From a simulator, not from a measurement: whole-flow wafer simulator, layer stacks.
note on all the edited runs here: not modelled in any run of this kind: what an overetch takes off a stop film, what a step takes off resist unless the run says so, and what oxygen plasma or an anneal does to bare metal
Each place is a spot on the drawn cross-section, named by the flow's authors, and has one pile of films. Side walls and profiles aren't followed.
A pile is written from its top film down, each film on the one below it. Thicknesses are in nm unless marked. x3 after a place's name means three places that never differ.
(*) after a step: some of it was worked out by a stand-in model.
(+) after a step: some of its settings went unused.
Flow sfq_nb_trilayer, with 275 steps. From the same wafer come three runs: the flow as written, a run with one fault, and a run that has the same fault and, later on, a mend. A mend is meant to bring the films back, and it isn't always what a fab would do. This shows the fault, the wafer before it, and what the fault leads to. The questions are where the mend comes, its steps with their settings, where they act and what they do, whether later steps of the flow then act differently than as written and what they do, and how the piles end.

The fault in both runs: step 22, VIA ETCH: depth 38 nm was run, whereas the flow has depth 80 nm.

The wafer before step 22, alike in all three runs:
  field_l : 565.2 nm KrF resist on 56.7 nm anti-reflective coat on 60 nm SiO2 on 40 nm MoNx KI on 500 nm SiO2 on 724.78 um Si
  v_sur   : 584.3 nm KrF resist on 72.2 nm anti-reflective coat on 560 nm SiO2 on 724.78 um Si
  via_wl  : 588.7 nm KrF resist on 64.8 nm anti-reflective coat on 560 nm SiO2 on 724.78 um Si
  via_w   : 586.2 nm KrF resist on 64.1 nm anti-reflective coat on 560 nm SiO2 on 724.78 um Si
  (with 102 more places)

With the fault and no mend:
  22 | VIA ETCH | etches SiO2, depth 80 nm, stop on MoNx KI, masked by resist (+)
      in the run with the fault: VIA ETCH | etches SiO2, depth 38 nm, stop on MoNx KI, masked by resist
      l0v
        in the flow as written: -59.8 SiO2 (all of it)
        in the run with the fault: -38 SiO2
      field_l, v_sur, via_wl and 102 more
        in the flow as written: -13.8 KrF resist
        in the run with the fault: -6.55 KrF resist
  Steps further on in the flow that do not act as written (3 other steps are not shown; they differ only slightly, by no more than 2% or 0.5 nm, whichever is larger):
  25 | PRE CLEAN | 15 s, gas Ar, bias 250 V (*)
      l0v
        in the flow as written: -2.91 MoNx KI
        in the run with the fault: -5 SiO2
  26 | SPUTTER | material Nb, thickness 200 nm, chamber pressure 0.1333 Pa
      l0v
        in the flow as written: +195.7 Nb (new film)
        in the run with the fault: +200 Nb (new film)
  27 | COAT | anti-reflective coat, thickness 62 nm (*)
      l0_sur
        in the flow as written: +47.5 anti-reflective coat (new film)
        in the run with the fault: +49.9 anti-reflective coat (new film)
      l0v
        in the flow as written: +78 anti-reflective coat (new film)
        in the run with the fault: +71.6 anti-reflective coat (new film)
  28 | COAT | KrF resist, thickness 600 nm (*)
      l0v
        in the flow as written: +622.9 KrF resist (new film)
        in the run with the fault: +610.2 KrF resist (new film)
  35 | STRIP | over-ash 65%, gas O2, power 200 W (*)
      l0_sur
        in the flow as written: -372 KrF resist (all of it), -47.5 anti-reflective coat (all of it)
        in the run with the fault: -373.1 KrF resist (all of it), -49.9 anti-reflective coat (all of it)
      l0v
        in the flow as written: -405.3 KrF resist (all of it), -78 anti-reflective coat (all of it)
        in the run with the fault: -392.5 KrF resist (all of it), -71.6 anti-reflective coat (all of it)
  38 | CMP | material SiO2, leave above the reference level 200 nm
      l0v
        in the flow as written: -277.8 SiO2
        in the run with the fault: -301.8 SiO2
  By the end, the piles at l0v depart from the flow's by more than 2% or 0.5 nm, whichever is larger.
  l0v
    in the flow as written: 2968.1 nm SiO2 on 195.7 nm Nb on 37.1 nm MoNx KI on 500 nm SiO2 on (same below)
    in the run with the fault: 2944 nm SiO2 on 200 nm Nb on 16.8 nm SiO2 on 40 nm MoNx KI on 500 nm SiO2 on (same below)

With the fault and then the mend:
  The mend follows step 23.
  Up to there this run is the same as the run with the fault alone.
  23a | COAT | anti-reflective coat, thickness 62 nm (*) (the flow's step 15 again)
      p4_fl x3, p4_w1 x9, p4_g1 x2 and 59 more
        +62 anti-reflective coat (new film)
      jj_sur, ce_l, c5j, ce_r, sp_r, be_r, r_sur, res
        +63.6 anti-reflective coat (new film)
      be, be_sur, gap, r_end, moat, field_r, lsp_l
        +63.7 anti-reflective coat (new film)
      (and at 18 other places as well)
  23b | COAT | KrF resist, thickness 650 nm (*) (the flow's step 16 again)
      p4_fl x3, p4_w1 x9, p4_g1 x2 and 59 more
        +650 KrF resist (new film)
      jj_sur, ce_l, c5j, ce_r, sp_r, be_r, r_sur, res
        +656.8 KrF resist (new film)
      l0r_line_l, l0r_line_c, l0r_line_r
        +646 KrF resist (new film)
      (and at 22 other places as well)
  23c | SOFTBAKE | KrF resist (the flow's step 17 again)
      alters no film at any place that is followed
  23d | EXPOSE | photomask L0V, dose 12.41 mJ/cm2, NA 0.6, wavelength 248 nm (*) (the flow's step 18 again)
      alters no film at any place that is followed
  23e | PEB | KrF resist, 90 s (the flow's step 19 again)
      p4_fl x3, p4_w1 x9, p4_g1 x2 and 59 more
        -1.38 KrF resist
      via_v, wire, be and 16 more
        -1.39 KrF resist
      v_sur, via_w, via_wr, via_sp, ln_m6, lsp_r, l0v
        -1.4 KrF resist
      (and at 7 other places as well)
  23f | DEVELOP | KrF resist, thickness 650 nm, 60 s (the flow's step 20 again)
      field_l, v_sur, via_wl and 102 more
        -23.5 KrF resist
      l0v
        -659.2 KrF resist (all of it)
  23g | VIA ETCH | etches anti-reflective coat, depth 125 nm, masked by resist (*) (+) (the flow's step 21 again)
      field_l, v_sur, via_wl and 102 more
        -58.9 KrF resist
      l0v
        -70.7 anti-reflective coat (all of it), -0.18 SiO2
  23h | VIA ETCH | etches SiO2, depth 42 nm, stop on MoNx KI, masked by resist (+) (the flow's step 22 again, with other settings)
      field_l, v_sur, via_wl and 102 more
        -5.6 KrF resist
      l0v
        -21.7 SiO2 (all of it)
  23i | STRIP | over-ash 65%, gas O2, power 200 W (*) (the flow's step 23 again)
      p4_fl x3, p4_w1 x9, p4_g1 x2 and 59 more
        -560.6 KrF resist (all of it), -62 anti-reflective coat (all of it)
      jj_sur, ce_l, c5j, r_sur, res
        -567.4 KrF resist (all of it), -63.6 anti-reflective coat (all of it)
      ce_r, sp_r, be_r
        -567.3 KrF resist (all of it), -63.6 anti-reflective coat (all of it)
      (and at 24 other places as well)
  Every later step of the flow that is run acts as written at every place that is followed.
  At every place that both follow, the piles at the end match the flow's.
